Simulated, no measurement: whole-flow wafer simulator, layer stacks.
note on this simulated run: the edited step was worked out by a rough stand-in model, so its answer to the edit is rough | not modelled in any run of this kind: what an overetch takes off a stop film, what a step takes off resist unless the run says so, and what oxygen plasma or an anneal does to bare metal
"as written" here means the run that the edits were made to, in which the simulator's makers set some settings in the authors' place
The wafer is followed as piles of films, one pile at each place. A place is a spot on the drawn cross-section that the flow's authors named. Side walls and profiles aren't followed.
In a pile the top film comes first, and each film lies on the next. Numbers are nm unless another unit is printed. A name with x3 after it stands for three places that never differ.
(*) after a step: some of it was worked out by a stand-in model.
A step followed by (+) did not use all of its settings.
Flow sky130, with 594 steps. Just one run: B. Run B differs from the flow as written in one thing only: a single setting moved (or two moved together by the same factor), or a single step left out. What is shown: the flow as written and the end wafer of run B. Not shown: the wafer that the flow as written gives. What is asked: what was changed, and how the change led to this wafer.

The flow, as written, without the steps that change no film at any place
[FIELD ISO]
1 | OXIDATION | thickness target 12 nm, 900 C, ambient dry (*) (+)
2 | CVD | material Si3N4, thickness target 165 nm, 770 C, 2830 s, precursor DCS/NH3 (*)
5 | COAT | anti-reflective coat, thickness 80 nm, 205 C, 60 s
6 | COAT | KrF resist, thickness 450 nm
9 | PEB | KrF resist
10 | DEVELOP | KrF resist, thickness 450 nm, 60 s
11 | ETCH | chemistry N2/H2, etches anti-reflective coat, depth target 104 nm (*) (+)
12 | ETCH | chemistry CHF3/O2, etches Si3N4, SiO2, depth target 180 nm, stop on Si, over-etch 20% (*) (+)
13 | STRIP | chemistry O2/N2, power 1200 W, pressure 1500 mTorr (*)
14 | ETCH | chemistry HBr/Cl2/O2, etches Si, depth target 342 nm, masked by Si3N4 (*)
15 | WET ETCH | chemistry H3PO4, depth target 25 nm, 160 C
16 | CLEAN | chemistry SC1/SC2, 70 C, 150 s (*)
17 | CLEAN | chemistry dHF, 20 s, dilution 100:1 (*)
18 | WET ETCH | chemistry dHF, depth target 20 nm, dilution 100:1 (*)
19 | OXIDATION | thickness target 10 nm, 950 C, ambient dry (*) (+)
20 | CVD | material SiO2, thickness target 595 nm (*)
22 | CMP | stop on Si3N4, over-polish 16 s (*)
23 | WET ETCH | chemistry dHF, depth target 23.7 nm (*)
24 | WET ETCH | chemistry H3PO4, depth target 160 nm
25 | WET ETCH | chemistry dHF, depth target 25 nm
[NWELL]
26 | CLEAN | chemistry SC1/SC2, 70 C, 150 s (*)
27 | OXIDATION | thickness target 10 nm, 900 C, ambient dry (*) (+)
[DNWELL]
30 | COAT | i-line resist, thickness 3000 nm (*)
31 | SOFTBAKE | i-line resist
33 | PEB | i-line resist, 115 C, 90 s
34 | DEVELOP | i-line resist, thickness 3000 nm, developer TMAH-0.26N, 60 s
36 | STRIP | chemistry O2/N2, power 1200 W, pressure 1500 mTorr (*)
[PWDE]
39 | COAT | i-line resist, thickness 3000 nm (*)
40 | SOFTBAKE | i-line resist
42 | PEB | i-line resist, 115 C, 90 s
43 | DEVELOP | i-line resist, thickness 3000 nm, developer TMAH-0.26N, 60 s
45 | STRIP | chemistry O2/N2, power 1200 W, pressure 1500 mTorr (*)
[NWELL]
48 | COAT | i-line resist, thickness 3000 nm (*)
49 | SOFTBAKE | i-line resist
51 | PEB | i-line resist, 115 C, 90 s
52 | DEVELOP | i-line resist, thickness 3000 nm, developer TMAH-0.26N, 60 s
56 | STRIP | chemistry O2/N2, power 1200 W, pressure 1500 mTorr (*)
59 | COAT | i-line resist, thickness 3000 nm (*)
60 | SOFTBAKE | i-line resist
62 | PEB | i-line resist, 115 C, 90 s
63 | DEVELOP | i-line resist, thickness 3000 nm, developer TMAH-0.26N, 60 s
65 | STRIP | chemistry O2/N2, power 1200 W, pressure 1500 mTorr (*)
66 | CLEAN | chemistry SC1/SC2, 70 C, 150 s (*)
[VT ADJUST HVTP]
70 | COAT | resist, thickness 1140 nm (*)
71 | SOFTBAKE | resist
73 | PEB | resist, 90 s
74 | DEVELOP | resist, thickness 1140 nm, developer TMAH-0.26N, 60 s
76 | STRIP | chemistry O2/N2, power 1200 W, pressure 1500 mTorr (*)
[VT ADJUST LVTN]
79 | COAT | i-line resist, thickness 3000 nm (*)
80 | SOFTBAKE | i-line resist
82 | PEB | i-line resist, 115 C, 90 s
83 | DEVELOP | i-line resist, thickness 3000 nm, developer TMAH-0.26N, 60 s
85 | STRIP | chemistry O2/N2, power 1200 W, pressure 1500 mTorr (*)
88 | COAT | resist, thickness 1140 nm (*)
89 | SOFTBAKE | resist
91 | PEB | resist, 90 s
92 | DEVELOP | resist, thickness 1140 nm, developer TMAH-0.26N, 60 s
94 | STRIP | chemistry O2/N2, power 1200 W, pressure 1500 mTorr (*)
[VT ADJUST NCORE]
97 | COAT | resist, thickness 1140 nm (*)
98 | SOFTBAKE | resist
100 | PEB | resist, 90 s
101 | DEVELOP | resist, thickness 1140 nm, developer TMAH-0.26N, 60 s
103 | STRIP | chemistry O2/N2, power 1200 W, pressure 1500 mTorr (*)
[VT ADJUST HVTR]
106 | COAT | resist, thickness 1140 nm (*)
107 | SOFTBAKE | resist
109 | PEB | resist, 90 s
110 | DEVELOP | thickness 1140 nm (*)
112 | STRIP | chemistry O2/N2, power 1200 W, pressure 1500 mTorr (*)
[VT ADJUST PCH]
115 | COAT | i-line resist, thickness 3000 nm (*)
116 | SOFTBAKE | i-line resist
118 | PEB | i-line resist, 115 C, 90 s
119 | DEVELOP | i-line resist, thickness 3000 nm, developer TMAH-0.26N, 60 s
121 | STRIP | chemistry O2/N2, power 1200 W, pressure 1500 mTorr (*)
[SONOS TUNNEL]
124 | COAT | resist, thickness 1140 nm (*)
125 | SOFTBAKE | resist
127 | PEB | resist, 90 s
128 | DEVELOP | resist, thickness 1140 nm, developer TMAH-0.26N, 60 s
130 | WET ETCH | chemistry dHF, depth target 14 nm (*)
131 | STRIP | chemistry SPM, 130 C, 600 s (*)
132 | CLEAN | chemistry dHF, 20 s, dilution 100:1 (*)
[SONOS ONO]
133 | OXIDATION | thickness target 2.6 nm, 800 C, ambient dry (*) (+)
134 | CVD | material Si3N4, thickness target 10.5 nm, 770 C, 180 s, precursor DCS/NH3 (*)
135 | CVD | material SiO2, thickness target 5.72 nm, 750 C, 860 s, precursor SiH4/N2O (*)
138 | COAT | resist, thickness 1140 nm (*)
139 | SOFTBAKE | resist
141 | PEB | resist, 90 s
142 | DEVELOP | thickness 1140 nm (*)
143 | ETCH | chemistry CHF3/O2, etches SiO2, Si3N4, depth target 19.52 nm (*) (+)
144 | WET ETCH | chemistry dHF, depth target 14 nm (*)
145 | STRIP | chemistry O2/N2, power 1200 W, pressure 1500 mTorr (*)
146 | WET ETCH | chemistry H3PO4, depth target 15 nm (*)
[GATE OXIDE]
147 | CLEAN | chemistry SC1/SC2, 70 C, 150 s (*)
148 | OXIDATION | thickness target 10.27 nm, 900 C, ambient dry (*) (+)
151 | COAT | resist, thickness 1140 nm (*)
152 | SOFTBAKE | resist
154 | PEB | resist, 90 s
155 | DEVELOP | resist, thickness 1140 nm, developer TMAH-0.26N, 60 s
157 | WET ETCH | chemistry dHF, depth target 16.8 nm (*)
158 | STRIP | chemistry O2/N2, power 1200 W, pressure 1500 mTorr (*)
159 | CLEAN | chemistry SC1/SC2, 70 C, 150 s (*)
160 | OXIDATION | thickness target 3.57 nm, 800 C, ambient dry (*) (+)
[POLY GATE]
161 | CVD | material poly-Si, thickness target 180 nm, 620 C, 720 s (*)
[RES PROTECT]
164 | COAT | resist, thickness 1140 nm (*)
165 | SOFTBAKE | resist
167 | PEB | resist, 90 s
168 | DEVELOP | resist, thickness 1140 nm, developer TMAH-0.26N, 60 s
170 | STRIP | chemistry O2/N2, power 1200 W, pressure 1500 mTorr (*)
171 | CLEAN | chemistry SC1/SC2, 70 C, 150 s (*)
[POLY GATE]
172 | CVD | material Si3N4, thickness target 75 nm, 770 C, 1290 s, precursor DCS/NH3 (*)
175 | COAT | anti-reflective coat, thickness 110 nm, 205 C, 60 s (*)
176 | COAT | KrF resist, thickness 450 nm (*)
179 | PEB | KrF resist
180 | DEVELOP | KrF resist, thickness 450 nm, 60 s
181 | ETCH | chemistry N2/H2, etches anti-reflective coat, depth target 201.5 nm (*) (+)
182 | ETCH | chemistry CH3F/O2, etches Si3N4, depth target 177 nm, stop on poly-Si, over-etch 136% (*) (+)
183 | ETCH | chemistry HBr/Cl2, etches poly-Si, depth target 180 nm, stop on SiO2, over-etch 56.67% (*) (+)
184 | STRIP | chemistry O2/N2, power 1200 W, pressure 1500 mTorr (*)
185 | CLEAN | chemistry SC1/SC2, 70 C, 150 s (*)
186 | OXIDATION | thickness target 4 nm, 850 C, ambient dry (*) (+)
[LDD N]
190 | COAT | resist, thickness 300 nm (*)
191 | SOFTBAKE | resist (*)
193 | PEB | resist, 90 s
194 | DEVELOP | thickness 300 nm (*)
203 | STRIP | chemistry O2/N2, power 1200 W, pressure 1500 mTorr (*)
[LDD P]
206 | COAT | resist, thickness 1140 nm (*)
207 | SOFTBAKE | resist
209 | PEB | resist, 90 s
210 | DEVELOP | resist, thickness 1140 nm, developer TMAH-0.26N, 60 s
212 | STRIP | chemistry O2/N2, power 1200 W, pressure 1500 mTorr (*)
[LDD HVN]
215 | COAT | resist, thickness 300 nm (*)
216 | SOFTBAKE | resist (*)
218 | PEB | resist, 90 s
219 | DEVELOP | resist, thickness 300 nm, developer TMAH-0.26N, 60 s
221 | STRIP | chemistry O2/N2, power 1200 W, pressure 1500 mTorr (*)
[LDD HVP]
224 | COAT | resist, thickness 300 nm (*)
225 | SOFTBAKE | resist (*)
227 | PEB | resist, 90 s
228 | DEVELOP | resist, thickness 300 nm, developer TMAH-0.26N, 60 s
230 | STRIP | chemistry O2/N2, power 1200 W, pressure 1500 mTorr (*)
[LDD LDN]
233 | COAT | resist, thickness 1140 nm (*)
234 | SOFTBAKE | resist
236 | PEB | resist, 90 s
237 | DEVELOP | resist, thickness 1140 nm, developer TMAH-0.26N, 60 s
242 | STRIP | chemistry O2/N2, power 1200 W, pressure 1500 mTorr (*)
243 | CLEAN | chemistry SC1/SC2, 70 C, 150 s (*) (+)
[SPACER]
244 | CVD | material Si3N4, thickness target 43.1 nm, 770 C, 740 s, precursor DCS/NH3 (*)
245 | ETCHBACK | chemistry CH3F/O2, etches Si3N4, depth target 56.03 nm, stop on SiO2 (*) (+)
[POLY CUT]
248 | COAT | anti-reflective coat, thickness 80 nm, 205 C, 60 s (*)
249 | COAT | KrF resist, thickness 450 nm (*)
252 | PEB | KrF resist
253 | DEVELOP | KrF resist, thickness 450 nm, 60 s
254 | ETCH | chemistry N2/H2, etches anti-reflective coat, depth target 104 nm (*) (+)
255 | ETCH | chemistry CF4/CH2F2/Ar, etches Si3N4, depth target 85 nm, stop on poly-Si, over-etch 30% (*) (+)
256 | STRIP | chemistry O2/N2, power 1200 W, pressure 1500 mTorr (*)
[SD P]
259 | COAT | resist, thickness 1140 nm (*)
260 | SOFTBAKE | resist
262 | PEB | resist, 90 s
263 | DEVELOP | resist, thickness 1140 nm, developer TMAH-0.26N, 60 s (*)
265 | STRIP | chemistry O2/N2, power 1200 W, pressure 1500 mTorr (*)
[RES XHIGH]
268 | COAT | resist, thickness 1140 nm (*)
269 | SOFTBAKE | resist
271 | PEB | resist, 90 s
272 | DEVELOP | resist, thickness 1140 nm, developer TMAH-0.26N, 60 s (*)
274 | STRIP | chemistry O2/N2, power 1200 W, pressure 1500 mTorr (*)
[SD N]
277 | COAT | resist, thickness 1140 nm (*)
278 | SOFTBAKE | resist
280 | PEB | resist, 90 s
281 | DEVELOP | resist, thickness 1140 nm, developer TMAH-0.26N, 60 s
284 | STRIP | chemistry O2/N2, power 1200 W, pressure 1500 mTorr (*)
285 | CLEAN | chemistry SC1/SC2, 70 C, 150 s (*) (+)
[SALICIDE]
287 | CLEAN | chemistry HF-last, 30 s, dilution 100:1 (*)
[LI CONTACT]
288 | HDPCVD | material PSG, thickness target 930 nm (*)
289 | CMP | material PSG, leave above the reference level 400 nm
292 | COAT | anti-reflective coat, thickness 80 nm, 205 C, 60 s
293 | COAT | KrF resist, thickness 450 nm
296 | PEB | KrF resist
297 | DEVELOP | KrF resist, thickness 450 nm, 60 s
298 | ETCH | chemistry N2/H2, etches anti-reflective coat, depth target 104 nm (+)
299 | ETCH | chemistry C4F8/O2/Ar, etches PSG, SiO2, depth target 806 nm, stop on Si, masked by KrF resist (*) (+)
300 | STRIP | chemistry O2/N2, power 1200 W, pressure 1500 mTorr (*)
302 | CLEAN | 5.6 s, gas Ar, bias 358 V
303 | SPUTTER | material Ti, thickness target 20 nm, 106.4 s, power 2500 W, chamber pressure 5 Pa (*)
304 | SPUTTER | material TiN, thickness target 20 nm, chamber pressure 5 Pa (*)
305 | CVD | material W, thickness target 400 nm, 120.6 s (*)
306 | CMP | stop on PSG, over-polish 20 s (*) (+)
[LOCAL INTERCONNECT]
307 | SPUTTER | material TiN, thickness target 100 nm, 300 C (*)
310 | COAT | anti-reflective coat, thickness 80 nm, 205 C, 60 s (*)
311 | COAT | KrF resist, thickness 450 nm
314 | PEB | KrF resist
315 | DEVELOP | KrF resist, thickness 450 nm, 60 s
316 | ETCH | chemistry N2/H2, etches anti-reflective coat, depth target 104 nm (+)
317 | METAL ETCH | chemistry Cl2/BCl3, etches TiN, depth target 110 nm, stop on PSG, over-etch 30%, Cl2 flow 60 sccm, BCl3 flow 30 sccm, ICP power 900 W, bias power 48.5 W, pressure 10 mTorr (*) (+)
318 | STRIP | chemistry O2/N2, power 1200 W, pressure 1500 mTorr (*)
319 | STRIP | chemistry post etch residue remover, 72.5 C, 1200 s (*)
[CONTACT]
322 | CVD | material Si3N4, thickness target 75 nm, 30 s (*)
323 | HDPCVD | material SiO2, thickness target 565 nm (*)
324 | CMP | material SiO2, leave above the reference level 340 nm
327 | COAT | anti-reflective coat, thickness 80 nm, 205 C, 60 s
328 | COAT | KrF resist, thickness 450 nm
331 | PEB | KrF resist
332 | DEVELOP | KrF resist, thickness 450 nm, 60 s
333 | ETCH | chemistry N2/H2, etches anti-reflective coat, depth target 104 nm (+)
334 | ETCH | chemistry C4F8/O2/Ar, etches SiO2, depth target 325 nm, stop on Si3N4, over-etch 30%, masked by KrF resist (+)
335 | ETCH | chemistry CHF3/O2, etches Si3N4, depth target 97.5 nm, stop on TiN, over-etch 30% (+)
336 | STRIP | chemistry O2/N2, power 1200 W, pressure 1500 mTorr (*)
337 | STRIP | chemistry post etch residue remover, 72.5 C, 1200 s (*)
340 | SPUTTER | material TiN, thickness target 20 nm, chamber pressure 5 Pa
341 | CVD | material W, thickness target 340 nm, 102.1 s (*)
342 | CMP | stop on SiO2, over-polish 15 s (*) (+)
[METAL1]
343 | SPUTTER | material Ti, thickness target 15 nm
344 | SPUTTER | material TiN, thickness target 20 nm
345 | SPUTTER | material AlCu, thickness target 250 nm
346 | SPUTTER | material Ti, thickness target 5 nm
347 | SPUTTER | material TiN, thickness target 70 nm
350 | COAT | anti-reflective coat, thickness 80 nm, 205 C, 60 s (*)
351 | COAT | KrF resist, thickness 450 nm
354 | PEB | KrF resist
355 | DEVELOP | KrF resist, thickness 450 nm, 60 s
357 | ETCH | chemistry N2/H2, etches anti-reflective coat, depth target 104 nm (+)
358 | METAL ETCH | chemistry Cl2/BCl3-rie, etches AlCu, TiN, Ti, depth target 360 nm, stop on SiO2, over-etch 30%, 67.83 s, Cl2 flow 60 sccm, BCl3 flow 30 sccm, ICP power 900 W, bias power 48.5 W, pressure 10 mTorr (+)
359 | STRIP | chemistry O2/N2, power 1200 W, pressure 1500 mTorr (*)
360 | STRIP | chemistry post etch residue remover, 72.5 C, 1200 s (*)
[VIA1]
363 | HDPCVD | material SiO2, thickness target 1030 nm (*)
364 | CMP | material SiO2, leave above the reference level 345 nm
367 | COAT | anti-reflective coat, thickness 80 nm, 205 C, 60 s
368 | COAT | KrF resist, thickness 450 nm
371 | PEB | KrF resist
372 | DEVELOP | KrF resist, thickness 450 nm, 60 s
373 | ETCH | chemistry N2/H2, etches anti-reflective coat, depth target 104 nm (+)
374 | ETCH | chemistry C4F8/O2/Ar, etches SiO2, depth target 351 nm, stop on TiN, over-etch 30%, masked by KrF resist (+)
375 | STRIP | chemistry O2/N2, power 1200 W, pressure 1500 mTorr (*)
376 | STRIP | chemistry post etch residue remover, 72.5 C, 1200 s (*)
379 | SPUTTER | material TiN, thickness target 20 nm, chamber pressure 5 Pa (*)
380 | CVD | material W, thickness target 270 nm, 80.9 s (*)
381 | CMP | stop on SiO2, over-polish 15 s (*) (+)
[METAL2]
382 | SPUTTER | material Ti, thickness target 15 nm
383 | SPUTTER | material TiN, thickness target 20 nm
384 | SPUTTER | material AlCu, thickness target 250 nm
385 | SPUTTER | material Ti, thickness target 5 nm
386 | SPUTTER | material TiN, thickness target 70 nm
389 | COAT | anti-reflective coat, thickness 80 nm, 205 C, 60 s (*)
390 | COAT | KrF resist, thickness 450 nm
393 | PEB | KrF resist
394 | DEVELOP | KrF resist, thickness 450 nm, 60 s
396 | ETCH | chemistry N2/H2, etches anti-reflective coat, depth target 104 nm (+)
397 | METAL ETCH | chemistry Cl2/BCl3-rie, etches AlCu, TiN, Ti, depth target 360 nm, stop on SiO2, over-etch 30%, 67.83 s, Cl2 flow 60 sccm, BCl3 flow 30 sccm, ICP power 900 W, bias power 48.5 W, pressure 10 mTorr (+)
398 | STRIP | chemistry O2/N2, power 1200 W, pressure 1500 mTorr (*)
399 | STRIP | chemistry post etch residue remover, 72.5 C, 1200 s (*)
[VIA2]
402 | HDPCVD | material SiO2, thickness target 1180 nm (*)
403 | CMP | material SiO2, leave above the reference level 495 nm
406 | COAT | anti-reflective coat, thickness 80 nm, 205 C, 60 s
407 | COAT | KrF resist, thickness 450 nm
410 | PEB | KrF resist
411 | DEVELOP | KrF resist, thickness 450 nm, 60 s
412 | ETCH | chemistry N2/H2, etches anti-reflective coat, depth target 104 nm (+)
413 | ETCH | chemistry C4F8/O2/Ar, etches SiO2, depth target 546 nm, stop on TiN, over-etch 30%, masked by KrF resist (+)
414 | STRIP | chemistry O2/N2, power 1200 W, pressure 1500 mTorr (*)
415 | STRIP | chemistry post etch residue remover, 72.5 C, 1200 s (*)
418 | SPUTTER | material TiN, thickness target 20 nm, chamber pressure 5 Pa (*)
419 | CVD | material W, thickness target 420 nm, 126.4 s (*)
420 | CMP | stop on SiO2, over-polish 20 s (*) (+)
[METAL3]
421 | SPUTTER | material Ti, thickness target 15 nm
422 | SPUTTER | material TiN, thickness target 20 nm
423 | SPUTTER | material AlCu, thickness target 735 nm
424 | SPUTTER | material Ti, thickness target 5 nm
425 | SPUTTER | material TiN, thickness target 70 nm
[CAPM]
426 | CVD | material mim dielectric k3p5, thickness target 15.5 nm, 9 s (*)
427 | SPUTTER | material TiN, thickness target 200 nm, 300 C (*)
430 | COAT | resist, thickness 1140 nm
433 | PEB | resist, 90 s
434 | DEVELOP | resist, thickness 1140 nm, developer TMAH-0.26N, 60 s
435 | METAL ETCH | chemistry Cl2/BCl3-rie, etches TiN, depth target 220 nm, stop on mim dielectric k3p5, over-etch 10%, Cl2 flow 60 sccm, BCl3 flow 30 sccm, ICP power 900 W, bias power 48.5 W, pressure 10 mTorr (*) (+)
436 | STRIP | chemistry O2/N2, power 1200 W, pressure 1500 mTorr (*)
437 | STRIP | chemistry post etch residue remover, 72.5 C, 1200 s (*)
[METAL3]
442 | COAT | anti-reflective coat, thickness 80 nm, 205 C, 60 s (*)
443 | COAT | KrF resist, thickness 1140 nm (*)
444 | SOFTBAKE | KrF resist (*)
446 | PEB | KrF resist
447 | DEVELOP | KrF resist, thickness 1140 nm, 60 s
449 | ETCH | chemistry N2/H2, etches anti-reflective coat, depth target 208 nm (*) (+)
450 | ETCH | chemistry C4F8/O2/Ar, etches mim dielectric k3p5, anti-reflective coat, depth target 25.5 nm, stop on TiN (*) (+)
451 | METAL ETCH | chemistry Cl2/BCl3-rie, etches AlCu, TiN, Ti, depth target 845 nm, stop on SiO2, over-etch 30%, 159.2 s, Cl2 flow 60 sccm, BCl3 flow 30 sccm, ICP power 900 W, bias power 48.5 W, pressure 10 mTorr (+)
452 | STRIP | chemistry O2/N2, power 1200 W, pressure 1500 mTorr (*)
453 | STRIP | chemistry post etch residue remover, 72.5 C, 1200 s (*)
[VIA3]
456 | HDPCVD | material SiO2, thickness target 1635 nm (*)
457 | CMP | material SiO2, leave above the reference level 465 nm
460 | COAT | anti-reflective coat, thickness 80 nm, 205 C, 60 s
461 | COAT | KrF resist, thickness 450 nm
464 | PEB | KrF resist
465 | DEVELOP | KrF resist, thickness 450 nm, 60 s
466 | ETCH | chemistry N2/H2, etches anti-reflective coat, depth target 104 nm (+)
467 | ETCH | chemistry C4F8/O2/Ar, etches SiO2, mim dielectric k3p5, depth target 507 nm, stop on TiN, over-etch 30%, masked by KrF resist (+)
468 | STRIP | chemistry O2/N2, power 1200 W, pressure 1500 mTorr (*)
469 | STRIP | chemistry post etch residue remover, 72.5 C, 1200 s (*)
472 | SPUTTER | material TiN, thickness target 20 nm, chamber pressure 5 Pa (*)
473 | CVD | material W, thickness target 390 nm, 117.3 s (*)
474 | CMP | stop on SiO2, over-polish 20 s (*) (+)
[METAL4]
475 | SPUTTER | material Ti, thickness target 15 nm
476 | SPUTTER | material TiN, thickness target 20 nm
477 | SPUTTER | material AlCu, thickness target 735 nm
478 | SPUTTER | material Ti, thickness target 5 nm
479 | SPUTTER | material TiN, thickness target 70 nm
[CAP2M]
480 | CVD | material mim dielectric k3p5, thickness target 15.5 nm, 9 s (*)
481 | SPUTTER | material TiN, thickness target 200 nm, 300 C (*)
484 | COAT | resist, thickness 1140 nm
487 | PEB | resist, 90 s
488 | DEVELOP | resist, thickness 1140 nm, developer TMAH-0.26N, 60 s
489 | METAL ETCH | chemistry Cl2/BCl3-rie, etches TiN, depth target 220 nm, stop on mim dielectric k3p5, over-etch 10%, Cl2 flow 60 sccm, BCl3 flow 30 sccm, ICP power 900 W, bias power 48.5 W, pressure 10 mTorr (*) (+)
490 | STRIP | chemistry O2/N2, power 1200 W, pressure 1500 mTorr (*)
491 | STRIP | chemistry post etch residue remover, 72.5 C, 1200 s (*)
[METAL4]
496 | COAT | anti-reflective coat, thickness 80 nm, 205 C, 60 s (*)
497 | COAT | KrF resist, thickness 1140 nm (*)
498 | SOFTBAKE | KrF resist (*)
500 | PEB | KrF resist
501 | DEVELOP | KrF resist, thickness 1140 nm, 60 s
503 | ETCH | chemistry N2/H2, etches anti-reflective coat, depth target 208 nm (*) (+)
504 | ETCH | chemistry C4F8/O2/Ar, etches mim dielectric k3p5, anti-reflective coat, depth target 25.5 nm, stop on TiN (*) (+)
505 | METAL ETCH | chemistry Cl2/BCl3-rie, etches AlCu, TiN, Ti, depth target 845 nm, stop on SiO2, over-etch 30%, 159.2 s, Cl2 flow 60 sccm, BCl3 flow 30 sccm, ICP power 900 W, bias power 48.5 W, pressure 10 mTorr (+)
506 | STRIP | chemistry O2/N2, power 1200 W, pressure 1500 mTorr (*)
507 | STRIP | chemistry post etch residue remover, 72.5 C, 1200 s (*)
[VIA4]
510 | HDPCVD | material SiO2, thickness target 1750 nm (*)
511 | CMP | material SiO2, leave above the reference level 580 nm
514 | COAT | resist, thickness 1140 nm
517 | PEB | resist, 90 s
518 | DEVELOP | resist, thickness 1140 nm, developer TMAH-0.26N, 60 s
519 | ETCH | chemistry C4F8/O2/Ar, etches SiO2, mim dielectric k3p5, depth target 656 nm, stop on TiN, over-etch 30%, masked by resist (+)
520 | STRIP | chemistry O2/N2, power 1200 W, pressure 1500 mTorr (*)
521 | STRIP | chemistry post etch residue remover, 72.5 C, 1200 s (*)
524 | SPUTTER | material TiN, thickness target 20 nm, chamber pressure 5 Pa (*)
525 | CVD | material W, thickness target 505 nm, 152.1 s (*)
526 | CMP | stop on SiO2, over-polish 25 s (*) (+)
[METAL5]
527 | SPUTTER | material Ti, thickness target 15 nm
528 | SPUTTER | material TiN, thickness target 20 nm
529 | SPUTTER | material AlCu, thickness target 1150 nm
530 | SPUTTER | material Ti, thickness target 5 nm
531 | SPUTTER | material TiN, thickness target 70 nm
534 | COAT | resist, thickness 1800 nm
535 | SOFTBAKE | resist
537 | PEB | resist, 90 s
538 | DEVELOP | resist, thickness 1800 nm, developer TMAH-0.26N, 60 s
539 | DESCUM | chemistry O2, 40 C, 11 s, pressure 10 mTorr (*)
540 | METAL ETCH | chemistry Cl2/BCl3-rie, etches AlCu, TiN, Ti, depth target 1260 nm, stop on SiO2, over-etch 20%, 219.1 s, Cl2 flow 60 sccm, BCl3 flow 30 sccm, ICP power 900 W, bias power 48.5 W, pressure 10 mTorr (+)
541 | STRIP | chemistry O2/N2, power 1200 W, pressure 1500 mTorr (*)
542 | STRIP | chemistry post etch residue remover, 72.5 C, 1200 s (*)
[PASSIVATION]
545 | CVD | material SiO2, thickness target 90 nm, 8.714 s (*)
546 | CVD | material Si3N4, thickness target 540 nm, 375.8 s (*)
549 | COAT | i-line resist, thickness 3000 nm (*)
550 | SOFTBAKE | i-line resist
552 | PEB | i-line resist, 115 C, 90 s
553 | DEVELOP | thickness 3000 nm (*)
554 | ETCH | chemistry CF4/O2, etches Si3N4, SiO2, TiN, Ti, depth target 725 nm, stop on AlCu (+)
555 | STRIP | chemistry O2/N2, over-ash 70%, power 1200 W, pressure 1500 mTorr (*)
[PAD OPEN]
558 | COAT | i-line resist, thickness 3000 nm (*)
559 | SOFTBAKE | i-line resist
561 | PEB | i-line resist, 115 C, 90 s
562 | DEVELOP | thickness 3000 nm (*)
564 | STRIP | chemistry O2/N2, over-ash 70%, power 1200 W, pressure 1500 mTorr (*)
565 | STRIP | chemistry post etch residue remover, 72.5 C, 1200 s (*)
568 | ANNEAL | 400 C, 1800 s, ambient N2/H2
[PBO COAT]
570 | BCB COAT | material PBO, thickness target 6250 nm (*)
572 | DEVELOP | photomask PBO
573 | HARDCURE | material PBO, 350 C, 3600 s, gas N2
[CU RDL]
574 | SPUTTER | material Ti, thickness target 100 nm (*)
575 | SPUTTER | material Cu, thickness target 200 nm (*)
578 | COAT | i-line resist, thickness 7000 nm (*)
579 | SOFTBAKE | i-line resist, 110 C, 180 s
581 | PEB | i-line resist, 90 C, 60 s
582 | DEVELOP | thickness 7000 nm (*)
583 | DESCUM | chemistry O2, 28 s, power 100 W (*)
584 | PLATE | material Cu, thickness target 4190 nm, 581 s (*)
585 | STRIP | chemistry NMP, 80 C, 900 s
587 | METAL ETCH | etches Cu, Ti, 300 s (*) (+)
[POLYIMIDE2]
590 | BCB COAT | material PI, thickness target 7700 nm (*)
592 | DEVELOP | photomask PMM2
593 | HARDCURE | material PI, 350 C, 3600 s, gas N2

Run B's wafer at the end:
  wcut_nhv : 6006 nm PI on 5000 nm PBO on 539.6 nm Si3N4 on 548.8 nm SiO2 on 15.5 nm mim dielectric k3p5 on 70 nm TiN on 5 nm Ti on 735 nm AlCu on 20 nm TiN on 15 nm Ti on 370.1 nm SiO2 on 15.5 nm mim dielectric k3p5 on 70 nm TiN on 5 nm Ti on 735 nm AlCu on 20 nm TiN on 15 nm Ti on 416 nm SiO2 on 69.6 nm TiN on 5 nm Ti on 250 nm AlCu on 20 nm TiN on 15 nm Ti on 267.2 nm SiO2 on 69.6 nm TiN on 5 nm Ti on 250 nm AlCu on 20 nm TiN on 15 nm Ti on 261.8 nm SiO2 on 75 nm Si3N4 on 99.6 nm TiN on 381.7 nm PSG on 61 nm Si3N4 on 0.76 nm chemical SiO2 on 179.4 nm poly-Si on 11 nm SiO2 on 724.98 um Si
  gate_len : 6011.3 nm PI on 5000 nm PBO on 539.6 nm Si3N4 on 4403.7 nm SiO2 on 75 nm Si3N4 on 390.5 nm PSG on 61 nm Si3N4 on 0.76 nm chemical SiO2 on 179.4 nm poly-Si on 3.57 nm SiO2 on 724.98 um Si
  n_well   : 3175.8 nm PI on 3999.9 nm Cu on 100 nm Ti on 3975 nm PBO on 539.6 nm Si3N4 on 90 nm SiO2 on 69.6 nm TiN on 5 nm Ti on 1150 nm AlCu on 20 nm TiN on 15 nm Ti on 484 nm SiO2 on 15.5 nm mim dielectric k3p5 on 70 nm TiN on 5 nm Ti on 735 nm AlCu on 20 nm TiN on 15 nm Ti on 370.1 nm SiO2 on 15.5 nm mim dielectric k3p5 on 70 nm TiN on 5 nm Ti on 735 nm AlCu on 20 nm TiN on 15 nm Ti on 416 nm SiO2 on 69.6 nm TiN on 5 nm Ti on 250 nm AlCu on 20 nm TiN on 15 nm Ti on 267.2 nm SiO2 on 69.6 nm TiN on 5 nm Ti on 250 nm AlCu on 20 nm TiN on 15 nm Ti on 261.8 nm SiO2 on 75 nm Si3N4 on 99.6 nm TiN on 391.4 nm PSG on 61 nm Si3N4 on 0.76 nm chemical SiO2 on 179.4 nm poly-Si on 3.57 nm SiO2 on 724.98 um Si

What caused this: step 590, BCB COAT: thickness target 9240 nm was run, while the flow as written has thickness target 7700 nm.

The path from the change to this, step by step:
  590 | BCB COAT | material PI, thickness target 7700 nm (*)
      dice_street, wcut_nhv, wcut_phv and 14 more: +9240 PI (new film) (as written it would have been: +7700 PI (new film))
      n_well, p_well, sd_n, sd_p: +4885.8 PI (new film) (as written it would have been: +3345.9 PI (new film))
      (as well as at 172 more places)
  592 | DEVELOP | photomask PMM2
      pad: -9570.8 PI (all of it) (as written it would have been: -8030.8 PI (all of it))
  593 | HARDCURE | material PI, 350 C, 3600 s, gas N2
      dice_street, wcut_nhv, wcut_phv and 15 more: -3234 PI (as written it would have been: -2695 PI)
      gate_p_lg05, gate_p_lg10, gate_len and 7 more: -3234.1 PI (as written it would have been: -2695.1 PI)
      (as well as at 164 more places)
